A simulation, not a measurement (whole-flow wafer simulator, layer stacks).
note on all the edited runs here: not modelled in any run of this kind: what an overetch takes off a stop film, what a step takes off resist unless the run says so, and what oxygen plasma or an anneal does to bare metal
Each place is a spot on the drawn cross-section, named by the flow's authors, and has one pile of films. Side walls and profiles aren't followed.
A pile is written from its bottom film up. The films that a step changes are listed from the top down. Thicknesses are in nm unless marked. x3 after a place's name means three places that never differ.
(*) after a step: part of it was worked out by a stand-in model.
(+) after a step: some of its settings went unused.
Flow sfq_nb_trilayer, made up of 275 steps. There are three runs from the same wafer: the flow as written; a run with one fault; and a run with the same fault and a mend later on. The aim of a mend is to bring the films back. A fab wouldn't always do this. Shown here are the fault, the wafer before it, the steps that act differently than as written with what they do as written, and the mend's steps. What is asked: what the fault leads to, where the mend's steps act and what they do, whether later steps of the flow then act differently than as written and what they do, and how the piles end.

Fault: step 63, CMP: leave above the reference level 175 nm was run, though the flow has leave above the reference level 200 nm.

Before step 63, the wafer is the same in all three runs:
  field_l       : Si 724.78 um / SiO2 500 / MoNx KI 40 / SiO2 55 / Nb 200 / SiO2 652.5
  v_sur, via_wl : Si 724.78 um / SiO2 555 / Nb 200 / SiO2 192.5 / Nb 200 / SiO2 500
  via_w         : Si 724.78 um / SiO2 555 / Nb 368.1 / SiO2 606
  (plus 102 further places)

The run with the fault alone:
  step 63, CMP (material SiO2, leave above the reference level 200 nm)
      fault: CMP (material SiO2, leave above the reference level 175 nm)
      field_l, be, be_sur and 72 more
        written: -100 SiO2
        fault: -125 SiO2
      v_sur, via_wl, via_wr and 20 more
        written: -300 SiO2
        fault: -325 SiO2
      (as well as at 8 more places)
  Steps later in the flow that act otherwise than as written (3 more steps, not shown, differ only slightly: by at most 2% or 0.5 nm, whichever is larger):
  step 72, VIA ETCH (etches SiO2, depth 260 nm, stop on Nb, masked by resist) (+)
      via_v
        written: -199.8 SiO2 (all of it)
        fault: -174.8 SiO2 (all of it)
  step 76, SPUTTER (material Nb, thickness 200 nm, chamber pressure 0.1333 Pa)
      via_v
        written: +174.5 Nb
        fault: +179.7 Nb
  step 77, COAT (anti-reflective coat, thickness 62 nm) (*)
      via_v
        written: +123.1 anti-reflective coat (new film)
        fault: +116.2 anti-reflective coat (new film)
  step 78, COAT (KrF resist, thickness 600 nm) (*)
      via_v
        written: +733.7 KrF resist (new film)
        fault: +714.2 KrF resist (new film)
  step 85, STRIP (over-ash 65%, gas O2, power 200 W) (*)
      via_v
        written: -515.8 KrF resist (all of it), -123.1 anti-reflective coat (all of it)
        fault: -496.3 KrF resist (all of it), -116.2 anti-reflective coat (all of it)
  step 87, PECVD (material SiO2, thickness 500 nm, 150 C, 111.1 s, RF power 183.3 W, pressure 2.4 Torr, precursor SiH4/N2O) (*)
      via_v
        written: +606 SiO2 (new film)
        fault: +551.3 SiO2 (new film)
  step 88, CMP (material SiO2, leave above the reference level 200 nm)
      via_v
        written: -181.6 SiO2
        fault: -157.1 SiO2
  The piles end different from the flow's at v_sur, via_wl, via_w and 29 more by more than 2% or 0.5 nm, whichever is larger.
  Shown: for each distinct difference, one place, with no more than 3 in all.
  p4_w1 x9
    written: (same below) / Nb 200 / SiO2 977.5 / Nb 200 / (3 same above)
    fault: (same below) / Nb 200 / SiO2 952.5 / Nb 200 / (3 same above)
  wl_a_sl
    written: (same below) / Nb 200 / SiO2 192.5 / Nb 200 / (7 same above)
    fault: (same below) / Nb 200 / SiO2 167.5 / Nb 200 / (7 same above)
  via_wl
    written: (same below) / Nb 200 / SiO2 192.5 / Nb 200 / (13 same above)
    fault: (same below) / Nb 200 / SiO2 167.5 / Nb 200 / (13 same above)

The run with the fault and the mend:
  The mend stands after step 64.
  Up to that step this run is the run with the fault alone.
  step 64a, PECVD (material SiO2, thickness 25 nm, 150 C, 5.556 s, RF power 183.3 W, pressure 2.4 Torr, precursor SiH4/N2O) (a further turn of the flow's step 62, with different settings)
      field_l, v_sur, via_wl and 103 more
        +25 SiO2
  Every later step of the flow that is run acts as written, at every place that is followed, to within 2% or 0.5 nm, whichever is larger.
  The piles end only slightly different from the flow's at the places that both follow, by no more than 2% or 0.5 nm, whichever is larger.
